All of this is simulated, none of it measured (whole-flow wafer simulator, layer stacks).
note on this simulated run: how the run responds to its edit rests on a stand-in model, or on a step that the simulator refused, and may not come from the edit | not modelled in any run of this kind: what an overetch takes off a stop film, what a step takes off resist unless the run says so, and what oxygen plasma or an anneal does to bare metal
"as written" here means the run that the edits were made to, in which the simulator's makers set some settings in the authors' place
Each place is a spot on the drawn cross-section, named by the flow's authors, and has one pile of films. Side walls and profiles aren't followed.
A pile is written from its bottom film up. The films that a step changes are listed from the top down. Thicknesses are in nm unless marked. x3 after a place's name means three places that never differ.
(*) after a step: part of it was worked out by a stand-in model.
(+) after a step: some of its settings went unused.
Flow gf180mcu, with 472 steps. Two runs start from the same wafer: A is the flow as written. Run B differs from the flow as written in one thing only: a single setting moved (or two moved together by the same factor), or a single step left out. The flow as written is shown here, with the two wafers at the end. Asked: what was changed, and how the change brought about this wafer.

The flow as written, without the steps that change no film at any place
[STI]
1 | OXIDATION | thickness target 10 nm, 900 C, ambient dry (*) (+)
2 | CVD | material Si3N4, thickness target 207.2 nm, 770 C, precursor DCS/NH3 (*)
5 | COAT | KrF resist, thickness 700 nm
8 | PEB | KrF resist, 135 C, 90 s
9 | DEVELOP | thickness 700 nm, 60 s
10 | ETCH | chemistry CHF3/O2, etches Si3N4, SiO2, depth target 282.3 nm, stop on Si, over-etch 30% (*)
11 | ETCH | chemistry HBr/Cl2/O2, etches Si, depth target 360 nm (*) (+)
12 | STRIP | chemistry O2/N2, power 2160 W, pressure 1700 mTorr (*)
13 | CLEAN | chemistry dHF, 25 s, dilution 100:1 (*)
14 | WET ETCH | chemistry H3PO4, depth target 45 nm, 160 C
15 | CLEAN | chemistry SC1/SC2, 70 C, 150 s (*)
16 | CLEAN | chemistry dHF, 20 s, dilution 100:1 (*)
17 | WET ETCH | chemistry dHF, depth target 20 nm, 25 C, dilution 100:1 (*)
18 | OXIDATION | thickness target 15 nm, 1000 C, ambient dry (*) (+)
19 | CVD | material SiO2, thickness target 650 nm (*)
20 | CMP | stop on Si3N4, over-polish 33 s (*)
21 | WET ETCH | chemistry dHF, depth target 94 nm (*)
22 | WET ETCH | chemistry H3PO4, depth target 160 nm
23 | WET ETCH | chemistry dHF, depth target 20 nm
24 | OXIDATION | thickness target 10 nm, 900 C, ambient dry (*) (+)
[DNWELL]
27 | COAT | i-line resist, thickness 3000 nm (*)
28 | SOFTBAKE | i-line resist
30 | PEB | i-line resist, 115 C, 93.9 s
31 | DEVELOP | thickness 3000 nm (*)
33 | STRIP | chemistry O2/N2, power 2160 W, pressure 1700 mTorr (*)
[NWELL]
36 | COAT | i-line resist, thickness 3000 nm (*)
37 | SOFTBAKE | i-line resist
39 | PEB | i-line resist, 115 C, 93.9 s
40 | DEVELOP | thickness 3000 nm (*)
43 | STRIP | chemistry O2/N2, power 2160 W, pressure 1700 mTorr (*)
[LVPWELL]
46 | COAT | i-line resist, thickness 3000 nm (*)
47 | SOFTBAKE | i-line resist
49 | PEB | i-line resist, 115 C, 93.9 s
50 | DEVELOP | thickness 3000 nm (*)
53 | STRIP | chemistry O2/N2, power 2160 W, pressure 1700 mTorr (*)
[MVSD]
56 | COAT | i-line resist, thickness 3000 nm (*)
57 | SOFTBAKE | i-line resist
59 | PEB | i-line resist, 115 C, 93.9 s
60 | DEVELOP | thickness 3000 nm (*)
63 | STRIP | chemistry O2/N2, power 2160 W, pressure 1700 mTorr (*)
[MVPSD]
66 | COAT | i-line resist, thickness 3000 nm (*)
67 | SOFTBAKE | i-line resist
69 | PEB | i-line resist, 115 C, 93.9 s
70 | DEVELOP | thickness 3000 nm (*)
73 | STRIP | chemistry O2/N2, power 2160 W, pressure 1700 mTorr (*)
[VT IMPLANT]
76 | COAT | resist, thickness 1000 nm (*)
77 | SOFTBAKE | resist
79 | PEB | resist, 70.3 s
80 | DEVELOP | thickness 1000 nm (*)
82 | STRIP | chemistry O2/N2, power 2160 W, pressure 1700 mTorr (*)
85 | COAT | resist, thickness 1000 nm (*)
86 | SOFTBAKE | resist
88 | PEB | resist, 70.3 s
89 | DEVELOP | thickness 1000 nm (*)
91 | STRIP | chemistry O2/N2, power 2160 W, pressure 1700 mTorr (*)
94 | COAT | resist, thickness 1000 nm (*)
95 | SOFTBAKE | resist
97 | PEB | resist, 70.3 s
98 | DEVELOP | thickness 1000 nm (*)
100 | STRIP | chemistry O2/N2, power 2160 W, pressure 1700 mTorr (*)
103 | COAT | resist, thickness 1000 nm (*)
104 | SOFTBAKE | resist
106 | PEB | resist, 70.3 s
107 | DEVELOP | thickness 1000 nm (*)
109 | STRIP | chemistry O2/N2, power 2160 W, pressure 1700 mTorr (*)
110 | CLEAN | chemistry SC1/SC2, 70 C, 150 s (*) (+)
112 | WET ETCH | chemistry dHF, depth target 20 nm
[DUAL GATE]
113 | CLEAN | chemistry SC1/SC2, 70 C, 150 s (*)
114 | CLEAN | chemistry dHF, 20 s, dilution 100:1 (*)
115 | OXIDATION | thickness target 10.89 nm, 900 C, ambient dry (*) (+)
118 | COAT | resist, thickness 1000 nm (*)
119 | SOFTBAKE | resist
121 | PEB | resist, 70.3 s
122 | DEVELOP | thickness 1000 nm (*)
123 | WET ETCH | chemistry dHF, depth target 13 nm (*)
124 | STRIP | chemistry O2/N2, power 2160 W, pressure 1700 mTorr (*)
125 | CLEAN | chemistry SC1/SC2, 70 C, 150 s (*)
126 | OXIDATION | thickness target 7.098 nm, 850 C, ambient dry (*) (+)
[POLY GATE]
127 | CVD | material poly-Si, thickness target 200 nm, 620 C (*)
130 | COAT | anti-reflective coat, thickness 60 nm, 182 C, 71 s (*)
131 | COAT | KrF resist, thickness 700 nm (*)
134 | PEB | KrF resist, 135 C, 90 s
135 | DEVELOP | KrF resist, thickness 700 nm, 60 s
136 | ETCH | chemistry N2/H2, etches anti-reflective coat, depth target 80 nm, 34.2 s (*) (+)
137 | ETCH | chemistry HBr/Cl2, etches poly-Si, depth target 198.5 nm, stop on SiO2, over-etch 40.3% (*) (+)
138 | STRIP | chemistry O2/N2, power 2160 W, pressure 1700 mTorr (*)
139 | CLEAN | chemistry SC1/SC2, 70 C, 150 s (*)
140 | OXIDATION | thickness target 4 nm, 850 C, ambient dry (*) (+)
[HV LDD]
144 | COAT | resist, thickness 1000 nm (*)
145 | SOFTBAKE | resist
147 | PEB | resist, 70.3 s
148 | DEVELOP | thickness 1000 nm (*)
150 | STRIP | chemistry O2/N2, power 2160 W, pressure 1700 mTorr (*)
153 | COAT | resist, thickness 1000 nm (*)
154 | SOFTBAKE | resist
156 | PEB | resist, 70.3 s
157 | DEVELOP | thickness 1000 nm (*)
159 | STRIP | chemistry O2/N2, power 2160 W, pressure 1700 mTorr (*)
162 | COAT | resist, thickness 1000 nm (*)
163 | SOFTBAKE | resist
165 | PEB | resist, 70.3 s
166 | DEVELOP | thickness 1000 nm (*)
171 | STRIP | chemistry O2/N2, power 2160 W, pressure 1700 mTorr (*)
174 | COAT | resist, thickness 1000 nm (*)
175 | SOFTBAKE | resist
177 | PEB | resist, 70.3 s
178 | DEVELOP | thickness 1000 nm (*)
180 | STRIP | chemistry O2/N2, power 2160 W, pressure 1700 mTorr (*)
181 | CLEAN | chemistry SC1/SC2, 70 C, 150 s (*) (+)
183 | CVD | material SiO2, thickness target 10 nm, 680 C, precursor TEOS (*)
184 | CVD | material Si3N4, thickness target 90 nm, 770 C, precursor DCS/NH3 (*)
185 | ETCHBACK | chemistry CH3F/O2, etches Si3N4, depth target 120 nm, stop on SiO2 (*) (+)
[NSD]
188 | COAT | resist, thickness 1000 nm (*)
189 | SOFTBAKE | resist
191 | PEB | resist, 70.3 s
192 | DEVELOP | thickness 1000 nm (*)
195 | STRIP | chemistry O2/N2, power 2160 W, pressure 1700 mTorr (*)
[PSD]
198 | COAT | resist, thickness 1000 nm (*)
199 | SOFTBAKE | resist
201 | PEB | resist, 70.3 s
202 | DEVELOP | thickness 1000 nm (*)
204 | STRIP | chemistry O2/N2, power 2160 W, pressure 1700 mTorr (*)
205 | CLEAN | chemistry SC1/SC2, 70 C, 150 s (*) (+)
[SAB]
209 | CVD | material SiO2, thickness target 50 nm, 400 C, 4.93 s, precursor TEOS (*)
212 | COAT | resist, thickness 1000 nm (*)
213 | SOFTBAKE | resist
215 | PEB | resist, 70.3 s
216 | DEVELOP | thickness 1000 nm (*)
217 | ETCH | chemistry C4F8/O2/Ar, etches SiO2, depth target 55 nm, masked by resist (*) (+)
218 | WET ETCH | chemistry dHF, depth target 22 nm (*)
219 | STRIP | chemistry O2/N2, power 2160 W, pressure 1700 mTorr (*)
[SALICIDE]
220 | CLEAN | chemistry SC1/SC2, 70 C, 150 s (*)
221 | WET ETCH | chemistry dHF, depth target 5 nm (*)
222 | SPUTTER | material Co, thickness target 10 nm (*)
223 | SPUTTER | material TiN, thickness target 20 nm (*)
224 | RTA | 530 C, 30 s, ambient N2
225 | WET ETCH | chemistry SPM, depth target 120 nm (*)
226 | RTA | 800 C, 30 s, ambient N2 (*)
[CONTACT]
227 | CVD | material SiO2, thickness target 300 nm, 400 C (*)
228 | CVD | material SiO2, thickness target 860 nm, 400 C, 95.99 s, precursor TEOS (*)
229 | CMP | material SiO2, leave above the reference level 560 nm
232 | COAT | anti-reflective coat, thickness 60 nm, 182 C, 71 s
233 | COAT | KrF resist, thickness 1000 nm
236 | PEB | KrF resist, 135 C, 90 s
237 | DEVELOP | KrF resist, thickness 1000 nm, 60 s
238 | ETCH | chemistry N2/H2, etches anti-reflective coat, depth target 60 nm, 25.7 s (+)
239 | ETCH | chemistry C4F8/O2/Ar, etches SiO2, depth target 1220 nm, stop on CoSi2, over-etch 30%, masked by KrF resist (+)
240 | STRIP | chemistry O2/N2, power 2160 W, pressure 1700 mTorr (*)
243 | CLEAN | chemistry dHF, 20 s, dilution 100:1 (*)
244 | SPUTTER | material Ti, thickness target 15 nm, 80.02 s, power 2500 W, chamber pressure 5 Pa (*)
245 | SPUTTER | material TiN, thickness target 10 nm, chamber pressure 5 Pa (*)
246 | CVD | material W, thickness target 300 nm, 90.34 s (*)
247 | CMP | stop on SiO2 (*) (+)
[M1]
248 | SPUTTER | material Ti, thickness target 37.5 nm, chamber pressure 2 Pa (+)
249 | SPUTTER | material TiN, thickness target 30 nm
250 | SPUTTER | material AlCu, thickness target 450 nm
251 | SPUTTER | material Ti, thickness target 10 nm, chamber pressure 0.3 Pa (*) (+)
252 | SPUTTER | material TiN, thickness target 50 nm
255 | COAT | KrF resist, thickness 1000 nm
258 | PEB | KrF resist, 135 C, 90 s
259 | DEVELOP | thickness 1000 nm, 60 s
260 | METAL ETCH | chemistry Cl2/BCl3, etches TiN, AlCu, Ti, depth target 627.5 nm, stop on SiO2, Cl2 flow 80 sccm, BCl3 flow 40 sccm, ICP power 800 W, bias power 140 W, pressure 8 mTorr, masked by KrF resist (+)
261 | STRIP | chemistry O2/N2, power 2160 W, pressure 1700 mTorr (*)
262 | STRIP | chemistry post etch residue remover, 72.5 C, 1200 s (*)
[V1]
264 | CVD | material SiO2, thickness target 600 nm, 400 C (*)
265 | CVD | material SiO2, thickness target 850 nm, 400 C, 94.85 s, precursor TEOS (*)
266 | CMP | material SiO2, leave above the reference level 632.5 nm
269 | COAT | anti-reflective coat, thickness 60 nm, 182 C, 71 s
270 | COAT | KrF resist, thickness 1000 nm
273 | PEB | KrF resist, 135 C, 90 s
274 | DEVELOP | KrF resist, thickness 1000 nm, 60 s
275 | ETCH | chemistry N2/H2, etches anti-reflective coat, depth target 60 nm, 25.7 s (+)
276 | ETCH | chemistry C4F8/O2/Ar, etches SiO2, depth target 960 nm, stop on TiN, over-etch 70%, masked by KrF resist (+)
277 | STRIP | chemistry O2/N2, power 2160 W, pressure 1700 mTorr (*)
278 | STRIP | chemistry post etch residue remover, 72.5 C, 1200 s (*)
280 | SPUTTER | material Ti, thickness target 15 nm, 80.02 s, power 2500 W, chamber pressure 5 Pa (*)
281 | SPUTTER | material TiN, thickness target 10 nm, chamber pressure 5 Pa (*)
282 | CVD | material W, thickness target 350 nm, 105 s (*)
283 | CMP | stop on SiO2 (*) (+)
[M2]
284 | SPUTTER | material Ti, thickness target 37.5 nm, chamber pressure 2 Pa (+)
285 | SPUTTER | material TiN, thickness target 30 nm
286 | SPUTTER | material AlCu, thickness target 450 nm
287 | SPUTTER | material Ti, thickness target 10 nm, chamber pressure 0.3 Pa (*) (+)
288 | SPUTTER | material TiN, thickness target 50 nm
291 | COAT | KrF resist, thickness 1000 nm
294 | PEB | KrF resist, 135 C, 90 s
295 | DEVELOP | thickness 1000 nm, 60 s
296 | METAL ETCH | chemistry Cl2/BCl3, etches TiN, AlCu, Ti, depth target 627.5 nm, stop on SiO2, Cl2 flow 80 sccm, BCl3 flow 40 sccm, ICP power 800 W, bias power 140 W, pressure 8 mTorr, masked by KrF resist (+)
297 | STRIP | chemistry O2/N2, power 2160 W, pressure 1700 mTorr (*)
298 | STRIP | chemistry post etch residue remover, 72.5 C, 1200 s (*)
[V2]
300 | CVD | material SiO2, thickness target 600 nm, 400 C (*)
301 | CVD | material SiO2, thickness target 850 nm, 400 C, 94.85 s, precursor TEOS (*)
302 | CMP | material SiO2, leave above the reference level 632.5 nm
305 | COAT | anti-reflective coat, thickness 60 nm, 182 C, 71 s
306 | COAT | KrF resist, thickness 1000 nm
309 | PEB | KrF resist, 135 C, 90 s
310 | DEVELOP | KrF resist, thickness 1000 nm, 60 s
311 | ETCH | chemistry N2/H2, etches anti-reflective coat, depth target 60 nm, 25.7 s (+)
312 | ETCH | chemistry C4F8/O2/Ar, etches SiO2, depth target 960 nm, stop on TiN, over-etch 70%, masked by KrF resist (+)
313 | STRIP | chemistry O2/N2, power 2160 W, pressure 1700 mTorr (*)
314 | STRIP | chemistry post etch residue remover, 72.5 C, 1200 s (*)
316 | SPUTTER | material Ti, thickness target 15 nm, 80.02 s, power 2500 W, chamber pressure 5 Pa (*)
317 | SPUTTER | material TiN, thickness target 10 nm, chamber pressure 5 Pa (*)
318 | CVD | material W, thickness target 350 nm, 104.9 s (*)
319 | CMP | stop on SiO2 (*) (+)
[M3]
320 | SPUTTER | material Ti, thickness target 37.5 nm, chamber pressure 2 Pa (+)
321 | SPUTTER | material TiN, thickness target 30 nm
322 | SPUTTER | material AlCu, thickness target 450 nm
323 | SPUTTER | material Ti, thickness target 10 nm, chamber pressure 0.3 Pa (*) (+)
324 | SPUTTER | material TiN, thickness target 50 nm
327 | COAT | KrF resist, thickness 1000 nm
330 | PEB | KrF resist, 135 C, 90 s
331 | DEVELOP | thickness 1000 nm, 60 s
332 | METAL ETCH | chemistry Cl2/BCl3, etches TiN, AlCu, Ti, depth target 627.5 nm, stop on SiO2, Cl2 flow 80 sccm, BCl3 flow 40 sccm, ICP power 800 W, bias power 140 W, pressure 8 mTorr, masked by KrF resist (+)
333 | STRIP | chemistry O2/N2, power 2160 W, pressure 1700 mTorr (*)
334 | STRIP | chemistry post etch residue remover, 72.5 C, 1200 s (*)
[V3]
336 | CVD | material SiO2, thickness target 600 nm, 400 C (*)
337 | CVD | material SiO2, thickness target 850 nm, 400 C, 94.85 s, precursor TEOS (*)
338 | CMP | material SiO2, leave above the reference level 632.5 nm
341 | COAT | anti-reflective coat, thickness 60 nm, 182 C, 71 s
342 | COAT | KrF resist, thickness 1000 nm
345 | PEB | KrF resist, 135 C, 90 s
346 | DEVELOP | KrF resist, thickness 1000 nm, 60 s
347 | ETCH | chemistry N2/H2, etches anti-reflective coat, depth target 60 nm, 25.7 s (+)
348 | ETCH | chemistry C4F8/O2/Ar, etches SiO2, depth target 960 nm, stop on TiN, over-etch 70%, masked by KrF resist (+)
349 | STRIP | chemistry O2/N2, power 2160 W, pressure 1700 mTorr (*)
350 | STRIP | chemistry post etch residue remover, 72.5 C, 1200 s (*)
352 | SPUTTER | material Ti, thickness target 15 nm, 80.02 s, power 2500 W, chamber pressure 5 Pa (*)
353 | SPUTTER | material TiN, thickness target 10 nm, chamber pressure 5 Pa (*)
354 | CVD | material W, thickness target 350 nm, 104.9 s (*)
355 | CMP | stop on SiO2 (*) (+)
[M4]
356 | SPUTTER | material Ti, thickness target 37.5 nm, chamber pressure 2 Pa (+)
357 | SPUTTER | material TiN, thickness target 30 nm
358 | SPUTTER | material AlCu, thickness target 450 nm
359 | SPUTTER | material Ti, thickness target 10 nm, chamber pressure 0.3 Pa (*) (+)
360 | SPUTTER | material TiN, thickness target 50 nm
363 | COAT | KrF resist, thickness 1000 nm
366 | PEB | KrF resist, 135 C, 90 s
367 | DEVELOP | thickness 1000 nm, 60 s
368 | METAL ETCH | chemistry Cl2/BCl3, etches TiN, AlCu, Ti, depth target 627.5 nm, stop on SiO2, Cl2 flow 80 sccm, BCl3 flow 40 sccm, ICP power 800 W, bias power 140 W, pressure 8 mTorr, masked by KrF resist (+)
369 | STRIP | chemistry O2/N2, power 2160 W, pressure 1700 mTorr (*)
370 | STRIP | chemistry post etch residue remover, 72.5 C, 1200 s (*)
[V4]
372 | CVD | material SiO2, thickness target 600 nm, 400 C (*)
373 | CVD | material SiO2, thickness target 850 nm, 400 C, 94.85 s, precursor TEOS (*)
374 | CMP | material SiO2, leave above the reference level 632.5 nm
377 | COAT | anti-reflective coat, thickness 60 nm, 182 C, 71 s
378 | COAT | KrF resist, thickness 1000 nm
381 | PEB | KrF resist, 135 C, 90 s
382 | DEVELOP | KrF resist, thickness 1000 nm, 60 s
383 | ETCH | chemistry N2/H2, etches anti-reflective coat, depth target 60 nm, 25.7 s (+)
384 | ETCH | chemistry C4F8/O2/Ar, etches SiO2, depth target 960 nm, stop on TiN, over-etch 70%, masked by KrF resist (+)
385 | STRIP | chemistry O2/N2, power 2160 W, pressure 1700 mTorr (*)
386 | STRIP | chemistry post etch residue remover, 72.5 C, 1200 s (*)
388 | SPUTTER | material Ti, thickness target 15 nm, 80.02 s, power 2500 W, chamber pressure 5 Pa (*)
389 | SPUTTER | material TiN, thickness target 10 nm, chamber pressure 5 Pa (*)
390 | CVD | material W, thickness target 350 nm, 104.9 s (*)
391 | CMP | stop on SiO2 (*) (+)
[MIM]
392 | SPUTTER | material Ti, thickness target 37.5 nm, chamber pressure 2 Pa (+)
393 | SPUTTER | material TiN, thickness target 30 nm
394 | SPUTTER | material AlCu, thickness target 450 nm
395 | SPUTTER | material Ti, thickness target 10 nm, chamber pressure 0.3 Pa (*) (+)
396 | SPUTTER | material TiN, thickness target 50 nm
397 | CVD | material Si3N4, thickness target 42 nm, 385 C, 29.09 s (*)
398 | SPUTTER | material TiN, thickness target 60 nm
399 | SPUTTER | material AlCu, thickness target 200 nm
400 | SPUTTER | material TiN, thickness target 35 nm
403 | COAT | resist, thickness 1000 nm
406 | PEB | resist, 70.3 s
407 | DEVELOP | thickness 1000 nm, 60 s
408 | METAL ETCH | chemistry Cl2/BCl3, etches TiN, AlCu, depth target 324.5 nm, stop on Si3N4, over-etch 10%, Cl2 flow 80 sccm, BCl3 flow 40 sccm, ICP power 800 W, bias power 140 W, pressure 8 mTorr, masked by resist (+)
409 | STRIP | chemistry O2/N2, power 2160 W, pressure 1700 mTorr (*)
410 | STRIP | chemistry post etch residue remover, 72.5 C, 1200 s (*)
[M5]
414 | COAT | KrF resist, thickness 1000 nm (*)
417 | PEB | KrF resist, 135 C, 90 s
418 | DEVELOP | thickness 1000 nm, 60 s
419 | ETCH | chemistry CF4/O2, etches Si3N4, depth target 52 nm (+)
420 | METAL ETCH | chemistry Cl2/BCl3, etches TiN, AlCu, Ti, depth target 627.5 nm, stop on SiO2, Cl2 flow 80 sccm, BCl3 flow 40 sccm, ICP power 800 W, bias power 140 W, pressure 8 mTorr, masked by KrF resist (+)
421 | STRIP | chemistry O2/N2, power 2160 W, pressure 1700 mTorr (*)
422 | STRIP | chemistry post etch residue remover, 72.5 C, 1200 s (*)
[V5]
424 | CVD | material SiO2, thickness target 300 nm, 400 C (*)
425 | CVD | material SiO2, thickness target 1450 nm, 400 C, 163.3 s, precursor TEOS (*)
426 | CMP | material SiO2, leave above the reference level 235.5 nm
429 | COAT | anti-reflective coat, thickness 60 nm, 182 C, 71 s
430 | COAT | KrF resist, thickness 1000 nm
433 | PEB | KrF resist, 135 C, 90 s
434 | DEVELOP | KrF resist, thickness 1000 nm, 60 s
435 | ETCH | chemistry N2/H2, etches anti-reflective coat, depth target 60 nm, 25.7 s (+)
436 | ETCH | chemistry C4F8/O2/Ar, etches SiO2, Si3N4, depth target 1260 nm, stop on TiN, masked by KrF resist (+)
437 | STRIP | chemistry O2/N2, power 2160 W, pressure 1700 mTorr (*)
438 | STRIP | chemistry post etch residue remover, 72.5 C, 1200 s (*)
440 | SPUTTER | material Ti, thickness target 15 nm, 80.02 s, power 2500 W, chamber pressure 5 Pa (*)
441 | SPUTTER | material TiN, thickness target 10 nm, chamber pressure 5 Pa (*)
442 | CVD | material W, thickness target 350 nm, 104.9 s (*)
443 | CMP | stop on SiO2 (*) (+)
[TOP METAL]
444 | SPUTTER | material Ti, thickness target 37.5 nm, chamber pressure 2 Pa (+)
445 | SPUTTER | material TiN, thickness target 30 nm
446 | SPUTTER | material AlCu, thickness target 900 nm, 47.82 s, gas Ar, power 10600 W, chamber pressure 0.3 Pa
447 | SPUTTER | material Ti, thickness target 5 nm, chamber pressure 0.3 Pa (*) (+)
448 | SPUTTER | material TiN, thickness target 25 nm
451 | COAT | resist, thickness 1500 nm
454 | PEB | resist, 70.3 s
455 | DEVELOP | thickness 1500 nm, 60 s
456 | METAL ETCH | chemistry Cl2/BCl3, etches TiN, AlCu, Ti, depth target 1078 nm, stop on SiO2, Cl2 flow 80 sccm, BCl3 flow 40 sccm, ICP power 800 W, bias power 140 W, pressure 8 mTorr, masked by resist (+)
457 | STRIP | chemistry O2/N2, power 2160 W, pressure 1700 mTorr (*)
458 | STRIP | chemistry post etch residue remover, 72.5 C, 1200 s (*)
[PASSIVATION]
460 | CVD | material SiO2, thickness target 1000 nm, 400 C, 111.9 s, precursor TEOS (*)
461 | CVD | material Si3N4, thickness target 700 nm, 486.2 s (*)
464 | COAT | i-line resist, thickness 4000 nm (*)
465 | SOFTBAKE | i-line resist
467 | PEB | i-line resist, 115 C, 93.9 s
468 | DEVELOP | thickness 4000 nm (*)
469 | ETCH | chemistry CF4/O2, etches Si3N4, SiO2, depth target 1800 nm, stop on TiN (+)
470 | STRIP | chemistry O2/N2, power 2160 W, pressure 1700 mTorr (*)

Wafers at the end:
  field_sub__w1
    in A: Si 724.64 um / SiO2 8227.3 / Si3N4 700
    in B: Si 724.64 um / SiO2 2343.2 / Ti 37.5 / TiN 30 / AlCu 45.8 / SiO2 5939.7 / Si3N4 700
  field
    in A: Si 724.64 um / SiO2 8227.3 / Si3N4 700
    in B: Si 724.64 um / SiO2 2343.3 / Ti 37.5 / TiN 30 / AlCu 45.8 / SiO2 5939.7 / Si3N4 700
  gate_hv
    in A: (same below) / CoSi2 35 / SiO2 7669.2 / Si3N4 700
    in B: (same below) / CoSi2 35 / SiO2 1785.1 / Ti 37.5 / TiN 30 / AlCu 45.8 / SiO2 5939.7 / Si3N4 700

What caused this: step 286, SPUTTER: thickness target 619 nm was run, whereas the flow has thickness target 450 nm.

The path from the change to this, step by step:
  286 | SPUTTER | material AlCu, thickness target 450 nm
      field, field__w1, field__w2 and 108 more: A +450 AlCu (new film) | B +619 AlCu (new film)
  296 | METAL ETCH | chemistry Cl2/BCl3, etches TiN, AlCu, Ti, depth target 627.5 nm, stop on SiO2, Cl2 flow 80 sccm, BCl3 flow 40 sccm, ICP power 800 W, bias power 140 W, pressure 8 mTorr, masked by KrF resist (+)
      field, field__w1, field__w2 and 103 more: A -50 TiN (all of it), -10 Ti (all of it), -450 AlCu (all of it), -30 TiN (all of it), -37.5 Ti (all of it) | B -50 TiN (all of it), -10 Ti (all of it), -567.5 AlCu
  298 | STRIP | chemistry post etch residue remover, 72.5 C, 1200 s (*)
      field, field__w1, field__w2 and 103 more: A nothing | B -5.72 AlCu
  300 | CVD | material SiO2, thickness target 600 nm, 400 C (*)
      field, field__w1, field__w2 and 103 more: A +600 SiO2 | B +600 SiO2 (new film)
  302 | CMP | material SiO2, leave above the reference level 632.5 nm
      field, field__w1, field__w2 and 103 more: A -300 SiO2 | B -244.3 SiO2
With metal films that touch counted as one body, field_sub__w1 has 1 body; the flow as written gives 0 bodies.
With metal films that touch counted as one body, field has 1 body; the flow as written gives 0 bodies.
With metal films that touch counted as one body, gate_hv has 2 bodies (between them, from the top down: SiO2 1785.1); the flow as written gives 1 body.
